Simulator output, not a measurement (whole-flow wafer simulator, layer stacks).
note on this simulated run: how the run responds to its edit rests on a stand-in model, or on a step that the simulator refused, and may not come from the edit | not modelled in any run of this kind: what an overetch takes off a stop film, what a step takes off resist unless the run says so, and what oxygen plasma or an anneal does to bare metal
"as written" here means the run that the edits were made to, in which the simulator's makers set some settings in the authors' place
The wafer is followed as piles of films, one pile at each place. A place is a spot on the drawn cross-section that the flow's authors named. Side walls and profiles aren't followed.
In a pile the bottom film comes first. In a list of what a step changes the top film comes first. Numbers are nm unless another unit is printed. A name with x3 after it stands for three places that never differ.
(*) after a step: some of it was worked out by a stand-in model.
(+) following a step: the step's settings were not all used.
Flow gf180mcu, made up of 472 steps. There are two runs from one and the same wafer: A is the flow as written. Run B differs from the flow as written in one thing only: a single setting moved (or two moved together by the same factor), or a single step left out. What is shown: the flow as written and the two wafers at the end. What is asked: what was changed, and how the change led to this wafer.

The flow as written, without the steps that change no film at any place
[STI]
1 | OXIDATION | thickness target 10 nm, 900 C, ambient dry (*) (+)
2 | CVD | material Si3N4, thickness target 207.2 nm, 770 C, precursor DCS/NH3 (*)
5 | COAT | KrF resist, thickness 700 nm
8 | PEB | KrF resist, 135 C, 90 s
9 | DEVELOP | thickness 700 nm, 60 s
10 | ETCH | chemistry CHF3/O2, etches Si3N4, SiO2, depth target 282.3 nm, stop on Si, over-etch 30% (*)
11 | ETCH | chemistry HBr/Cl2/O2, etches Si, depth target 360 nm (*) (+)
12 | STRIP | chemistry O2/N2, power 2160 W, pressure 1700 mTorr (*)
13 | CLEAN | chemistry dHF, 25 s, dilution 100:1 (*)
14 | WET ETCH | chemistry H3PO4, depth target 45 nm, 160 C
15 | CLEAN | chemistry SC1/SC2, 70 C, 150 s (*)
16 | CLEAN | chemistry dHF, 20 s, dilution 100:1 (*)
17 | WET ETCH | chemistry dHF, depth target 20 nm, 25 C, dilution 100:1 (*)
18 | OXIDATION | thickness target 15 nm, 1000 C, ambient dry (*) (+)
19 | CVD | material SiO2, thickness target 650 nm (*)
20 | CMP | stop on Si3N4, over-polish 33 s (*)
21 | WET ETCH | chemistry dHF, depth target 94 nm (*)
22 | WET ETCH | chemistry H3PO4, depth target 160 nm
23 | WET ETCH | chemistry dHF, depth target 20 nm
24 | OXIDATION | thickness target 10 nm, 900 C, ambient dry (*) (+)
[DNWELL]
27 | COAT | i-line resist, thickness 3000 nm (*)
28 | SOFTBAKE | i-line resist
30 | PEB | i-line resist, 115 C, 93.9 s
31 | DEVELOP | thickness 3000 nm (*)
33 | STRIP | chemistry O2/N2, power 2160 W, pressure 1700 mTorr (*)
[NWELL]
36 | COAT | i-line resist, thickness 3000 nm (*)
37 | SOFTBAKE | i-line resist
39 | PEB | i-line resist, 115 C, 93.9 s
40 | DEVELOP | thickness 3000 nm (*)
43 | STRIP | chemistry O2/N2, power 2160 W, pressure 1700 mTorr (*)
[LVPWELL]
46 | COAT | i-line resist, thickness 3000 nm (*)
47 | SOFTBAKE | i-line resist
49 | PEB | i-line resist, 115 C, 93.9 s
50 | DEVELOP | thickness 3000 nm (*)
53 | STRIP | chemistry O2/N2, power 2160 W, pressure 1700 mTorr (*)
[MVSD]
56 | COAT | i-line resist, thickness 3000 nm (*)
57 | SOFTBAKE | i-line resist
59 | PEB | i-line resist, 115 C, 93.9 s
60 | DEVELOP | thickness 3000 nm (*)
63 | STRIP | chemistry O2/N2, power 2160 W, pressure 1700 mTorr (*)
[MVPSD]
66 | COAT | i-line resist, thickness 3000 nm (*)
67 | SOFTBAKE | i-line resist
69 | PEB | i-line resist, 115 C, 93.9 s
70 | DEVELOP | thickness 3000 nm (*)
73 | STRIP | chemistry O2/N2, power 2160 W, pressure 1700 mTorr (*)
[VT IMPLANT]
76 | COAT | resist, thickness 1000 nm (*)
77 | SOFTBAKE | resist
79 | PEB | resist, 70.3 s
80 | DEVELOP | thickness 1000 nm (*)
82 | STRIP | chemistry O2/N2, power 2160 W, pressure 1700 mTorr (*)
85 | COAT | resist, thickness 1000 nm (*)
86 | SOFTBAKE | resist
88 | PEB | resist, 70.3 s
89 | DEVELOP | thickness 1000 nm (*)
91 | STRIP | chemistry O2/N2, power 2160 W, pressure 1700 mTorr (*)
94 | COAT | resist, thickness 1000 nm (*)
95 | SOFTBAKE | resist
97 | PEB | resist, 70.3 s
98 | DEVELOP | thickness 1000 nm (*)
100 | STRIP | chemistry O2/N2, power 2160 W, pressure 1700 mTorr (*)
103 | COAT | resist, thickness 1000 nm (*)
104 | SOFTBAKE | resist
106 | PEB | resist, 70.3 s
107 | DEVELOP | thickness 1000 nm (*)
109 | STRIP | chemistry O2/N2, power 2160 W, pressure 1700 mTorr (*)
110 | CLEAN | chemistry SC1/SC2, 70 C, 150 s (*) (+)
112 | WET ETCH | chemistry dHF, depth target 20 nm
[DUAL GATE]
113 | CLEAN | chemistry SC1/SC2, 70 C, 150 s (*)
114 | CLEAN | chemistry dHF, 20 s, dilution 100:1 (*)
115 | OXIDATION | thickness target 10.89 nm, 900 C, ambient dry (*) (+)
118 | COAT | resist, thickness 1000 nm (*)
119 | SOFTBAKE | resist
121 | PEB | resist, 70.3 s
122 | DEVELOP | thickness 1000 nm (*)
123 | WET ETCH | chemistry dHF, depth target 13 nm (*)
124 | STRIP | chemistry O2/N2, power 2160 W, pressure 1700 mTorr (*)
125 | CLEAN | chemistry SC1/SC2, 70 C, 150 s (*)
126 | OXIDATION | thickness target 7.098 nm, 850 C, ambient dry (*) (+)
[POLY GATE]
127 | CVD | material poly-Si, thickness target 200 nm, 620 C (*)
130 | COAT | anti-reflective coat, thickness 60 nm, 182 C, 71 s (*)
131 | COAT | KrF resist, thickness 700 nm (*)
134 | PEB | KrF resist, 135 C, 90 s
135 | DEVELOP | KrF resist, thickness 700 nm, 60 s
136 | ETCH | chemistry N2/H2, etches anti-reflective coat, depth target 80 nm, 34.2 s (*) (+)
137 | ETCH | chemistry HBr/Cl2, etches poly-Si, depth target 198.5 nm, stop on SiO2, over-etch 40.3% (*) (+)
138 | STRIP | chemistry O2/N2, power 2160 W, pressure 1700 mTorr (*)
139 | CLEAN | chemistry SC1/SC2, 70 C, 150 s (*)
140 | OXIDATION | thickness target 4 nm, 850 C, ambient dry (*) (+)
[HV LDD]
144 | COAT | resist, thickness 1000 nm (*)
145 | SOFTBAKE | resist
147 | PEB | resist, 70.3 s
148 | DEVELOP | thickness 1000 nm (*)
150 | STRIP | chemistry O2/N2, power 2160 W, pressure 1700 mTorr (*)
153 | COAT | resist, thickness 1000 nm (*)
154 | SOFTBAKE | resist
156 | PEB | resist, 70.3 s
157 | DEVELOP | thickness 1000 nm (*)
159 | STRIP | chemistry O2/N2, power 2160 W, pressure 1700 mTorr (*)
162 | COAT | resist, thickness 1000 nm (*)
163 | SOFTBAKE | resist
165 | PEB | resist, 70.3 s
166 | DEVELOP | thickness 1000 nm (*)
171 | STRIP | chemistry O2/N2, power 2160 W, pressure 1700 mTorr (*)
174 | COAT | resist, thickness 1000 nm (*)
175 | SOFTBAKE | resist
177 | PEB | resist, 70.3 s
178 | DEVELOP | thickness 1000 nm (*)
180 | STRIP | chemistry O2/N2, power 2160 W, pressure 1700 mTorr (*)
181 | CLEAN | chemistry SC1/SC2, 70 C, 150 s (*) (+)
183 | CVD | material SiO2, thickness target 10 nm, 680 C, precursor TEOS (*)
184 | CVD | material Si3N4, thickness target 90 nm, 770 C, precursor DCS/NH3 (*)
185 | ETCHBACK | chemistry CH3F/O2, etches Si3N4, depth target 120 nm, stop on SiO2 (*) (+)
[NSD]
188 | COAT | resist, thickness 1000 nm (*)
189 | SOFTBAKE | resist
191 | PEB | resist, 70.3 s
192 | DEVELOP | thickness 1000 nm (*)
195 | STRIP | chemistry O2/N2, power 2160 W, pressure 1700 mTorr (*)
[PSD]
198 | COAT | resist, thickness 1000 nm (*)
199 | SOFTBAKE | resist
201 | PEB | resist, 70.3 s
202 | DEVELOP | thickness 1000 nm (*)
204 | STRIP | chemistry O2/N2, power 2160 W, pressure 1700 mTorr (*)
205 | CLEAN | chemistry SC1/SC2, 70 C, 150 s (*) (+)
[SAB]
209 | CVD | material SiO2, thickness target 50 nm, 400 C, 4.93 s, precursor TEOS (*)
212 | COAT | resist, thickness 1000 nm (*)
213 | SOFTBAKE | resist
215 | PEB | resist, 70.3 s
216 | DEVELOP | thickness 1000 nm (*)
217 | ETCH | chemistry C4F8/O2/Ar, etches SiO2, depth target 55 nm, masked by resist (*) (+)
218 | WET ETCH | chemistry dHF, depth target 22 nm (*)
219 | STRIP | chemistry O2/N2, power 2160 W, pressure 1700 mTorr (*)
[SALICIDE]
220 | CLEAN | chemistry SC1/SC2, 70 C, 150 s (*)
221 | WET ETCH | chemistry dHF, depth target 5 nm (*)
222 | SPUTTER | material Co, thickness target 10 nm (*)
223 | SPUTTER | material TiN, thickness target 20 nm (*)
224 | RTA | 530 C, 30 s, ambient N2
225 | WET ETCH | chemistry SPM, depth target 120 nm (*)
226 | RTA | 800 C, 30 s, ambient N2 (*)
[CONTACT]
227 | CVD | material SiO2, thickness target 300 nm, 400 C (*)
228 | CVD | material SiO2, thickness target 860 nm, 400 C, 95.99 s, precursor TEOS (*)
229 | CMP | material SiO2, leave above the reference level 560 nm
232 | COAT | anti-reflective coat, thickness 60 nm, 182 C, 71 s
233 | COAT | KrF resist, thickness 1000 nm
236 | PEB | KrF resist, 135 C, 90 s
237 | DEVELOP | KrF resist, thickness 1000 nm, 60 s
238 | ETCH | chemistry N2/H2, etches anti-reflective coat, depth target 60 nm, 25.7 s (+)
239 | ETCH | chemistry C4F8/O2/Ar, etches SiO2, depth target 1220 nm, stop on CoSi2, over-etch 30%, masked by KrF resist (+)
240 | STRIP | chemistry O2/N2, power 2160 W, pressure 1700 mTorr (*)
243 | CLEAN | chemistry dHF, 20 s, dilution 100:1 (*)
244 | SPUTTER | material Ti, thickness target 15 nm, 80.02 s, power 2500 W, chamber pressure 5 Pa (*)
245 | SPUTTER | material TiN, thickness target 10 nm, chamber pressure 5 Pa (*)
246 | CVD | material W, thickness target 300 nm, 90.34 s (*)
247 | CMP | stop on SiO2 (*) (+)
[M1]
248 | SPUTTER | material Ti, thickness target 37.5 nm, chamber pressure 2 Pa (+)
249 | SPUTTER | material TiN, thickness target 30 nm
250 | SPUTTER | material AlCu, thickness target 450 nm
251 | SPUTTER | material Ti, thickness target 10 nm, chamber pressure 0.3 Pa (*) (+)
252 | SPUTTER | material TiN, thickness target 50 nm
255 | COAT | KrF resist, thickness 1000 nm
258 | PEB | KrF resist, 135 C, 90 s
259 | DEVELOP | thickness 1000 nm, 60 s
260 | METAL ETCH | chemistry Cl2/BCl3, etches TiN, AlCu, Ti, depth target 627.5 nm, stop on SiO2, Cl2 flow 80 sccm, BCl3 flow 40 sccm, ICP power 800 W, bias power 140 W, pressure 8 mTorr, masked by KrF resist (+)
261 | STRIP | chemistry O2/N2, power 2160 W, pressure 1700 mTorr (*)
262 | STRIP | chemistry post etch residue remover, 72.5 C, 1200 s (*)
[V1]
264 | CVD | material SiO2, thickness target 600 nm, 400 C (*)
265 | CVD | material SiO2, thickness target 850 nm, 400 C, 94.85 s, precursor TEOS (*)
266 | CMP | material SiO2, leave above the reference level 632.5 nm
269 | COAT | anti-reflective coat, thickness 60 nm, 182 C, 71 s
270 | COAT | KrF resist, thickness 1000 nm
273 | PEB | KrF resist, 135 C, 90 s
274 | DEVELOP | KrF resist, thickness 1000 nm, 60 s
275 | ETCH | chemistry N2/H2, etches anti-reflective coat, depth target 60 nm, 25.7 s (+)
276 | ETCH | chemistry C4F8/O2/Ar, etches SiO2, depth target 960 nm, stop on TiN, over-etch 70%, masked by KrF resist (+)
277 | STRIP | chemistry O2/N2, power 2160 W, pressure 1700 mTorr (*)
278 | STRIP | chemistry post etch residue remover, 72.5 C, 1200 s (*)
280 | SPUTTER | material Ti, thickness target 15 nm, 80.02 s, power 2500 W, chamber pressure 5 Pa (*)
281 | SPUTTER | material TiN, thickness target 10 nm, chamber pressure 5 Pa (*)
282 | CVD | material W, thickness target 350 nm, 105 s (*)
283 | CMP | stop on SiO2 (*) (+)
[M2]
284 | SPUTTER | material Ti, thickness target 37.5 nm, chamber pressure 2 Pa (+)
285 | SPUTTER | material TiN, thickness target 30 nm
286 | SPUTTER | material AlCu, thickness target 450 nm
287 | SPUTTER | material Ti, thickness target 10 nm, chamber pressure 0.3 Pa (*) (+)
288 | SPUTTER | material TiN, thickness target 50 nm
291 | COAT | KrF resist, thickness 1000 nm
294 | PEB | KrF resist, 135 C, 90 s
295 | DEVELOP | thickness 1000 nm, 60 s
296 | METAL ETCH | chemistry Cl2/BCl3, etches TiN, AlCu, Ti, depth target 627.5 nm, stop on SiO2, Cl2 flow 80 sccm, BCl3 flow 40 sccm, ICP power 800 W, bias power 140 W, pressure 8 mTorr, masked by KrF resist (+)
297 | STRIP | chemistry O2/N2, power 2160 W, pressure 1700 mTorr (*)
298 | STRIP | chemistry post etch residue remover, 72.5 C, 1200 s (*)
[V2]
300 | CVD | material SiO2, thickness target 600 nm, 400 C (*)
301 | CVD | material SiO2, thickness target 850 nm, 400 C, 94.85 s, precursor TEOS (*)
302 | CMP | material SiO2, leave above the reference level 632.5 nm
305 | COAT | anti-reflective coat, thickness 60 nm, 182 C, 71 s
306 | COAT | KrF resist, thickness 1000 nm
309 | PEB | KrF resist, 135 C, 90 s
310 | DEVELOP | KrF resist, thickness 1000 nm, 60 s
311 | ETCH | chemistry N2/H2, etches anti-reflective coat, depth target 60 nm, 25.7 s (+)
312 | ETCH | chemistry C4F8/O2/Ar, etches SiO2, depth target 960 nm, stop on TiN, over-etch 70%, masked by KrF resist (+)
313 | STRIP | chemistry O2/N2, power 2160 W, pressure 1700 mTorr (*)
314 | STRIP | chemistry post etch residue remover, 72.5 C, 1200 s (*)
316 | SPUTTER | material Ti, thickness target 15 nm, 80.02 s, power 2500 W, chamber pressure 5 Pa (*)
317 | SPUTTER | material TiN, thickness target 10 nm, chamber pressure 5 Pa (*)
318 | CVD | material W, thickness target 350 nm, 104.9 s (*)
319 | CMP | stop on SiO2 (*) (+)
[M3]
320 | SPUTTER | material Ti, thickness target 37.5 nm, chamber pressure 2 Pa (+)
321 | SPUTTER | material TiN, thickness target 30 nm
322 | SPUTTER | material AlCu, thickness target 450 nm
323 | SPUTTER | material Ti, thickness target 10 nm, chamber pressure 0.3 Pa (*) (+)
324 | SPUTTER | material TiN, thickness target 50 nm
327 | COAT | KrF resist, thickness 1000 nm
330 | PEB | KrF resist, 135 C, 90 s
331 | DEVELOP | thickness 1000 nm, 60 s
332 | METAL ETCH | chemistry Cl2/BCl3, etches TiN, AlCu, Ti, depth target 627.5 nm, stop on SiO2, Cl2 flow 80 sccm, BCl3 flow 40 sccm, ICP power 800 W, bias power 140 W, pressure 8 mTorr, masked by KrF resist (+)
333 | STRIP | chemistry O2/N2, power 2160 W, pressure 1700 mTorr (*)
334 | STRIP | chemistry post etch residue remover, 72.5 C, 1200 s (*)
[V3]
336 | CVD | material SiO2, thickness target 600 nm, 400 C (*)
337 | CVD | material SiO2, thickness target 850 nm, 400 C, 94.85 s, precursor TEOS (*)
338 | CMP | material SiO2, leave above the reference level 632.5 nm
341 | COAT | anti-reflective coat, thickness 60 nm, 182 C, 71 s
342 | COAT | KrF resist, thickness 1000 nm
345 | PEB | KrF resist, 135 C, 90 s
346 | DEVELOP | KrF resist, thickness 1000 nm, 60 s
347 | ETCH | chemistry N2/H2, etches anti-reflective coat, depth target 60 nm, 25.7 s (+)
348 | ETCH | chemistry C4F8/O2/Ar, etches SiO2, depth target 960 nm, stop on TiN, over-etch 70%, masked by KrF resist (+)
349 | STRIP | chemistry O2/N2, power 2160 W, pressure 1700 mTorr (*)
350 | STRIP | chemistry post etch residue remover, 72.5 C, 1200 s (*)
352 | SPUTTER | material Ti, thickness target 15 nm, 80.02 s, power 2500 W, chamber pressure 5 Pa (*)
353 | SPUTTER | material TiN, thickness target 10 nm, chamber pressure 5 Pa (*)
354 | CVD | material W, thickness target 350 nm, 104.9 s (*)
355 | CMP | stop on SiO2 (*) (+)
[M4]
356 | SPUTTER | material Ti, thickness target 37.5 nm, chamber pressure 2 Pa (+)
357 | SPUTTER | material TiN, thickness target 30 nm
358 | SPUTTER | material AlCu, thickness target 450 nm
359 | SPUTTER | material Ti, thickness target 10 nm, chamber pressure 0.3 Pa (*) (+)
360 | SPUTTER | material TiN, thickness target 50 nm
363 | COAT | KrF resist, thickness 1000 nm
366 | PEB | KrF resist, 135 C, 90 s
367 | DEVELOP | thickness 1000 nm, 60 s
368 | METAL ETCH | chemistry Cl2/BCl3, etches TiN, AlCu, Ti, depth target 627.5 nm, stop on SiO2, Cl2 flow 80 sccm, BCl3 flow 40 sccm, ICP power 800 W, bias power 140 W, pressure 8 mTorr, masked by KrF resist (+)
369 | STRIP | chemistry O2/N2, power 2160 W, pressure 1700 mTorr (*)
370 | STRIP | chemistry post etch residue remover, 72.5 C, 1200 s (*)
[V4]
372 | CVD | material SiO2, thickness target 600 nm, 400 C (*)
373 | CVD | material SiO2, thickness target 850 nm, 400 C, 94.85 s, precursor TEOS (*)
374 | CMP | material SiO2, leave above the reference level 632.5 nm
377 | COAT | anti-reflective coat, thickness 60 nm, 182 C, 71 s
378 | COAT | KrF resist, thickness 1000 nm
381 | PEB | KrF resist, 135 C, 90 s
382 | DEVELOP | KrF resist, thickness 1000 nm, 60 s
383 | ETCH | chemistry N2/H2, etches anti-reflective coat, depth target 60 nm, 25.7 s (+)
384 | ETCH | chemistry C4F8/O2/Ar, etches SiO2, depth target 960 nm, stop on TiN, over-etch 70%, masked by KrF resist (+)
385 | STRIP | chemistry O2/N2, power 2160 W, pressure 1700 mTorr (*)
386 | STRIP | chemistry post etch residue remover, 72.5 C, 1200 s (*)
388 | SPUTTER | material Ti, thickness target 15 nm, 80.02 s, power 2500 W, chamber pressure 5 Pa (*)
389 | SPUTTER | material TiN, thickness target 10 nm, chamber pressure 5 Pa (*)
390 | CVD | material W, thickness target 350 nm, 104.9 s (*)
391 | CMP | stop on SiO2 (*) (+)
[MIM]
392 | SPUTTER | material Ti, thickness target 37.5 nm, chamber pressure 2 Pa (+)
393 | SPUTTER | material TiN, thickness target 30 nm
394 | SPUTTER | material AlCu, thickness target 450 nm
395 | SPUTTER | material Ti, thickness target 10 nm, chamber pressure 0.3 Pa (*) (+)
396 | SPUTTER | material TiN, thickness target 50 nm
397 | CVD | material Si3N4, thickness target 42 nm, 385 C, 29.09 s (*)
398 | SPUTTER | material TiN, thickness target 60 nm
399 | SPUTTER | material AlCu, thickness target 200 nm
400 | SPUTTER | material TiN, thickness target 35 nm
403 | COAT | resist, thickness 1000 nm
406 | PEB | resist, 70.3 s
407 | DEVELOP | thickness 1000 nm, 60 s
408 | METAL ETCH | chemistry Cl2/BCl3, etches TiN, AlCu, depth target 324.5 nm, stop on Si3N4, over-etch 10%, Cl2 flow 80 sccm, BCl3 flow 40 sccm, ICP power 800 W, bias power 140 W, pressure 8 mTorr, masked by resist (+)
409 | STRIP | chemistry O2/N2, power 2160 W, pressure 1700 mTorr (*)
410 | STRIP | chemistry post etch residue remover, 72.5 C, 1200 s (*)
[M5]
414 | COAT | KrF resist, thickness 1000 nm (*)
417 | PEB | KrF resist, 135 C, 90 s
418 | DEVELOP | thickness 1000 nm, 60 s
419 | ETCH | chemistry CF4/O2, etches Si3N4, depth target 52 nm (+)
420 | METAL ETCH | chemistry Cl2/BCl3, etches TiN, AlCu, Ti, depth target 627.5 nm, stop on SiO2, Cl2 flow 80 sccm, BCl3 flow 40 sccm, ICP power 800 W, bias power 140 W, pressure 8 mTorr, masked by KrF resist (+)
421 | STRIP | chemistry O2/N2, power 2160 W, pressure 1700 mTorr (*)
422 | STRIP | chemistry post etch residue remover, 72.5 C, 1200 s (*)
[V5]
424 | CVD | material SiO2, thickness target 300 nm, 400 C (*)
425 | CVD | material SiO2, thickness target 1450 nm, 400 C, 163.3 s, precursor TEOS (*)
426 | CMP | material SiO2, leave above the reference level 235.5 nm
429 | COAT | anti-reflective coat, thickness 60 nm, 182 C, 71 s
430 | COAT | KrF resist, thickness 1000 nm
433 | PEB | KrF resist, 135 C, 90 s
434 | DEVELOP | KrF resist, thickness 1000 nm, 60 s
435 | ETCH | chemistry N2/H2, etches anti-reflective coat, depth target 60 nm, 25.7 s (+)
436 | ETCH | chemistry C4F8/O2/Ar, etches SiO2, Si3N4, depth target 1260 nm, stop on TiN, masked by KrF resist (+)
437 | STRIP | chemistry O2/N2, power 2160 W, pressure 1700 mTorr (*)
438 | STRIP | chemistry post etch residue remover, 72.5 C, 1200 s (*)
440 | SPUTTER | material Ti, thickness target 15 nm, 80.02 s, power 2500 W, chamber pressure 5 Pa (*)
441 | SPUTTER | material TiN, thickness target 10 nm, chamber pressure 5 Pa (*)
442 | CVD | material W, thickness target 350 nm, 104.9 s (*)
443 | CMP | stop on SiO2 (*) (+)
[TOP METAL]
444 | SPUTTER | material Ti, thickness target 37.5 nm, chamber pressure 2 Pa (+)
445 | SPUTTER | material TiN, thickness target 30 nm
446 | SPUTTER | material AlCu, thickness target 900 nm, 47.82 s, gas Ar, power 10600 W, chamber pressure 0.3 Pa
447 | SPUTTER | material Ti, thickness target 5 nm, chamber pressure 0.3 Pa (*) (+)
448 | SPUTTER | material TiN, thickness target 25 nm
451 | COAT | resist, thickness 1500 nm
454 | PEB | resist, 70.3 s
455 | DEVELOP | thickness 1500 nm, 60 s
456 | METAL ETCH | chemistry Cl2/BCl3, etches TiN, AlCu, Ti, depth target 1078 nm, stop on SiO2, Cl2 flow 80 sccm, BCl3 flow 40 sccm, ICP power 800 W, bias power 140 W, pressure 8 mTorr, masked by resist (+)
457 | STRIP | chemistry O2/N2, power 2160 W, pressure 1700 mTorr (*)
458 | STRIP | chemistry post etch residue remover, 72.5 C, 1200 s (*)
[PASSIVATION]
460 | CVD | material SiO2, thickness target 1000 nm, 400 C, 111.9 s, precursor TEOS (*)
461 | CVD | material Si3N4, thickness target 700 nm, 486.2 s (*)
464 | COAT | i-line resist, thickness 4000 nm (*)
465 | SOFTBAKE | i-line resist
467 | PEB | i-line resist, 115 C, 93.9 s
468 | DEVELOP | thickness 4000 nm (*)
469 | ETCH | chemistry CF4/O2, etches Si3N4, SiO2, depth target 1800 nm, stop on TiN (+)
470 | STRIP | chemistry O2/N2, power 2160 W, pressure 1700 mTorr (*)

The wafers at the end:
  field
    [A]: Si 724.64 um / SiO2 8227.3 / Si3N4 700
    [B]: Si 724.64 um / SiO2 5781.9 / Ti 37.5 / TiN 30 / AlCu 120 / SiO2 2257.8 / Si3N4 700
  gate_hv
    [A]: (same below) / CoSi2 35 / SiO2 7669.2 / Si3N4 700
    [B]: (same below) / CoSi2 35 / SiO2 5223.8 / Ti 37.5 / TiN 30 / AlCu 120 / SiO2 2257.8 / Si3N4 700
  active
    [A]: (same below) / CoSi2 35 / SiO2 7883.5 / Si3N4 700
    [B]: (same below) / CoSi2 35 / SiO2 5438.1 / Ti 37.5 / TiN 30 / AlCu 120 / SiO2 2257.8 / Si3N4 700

The reason: step 420, METAL ETCH: depth target 382.8 nm was run, while the flow as written has depth target 627.5 nm.

The path from the change to this, step by step:
  420 | METAL ETCH | chemistry Cl2/BCl3, etches TiN, AlCu, Ti, depth target 627.5 nm, stop on SiO2, Cl2 flow 80 sccm, BCl3 flow 40 sccm, ICP power 800 W, bias power 140 W, pressure 8 mTorr, masked by KrF resist (+)
      field, field__w1, field__w2 and 101 more: A TiN loses 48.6 (all of it), Ti loses 10 (all of it), AlCu loses 450 (all of it), TiN loses 30 (all of it), Ti loses 37.5 (all of it) | B TiN loses 48.6 (all of it), Ti loses 10 (all of it), AlCu loses 324.2
      field__w4, field__w8, contact, m1, m1__w1, mim, mim_1p0, m1_nw: A KrF resist loses 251 | B KrF resist loses 153.1
  421 | STRIP | chemistry O2/N2, power 2160 W, pressure 1700 mTorr (*)
      field__w8, m1__w1: A KrF resist loses 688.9 (all of it) | B KrF resist loses 786.7 (all of it)
      contact, m1: A KrF resist loses 689.3 (all of it) | B KrF resist loses 787.2 (all of it)
      (and at 4 other places as well)
  422 | STRIP | chemistry post etch residue remover, 72.5 C, 1200 s (*)
      field, field__w1, field__w2 and 101 more: A nothing | B AlCu loses 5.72
  424 | CVD | material SiO2, thickness target 300 nm, 400 C (*)
      field, field__w1, field__w2 and 101 more: A SiO2 gains 300 | B SiO2 gains 300 (new film)
  426 | CMP | material SiO2, leave above the reference level 235.5 nm
      field, field__w1, field__w5 and 92 more: A SiO2 loses 300.8 | B SiO2 loses 488.4
      field__w2, field__w3, field__w12 and 6 more: A SiO2 loses 272.7 | B SiO2 loses 468.7
Taking metal films that touch as one body, field has 1 body; the flow as written gives 0 bodies.
Taking metal films that touch as one body, gate_hv has 2 bodies (between them, from the top down: SiO2 5223.8); the flow as written gives 1 body.
Taking metal films that touch as one body, active has 2 bodies (between them, from the top down: SiO2 5438.1); the flow as written gives 1 body.
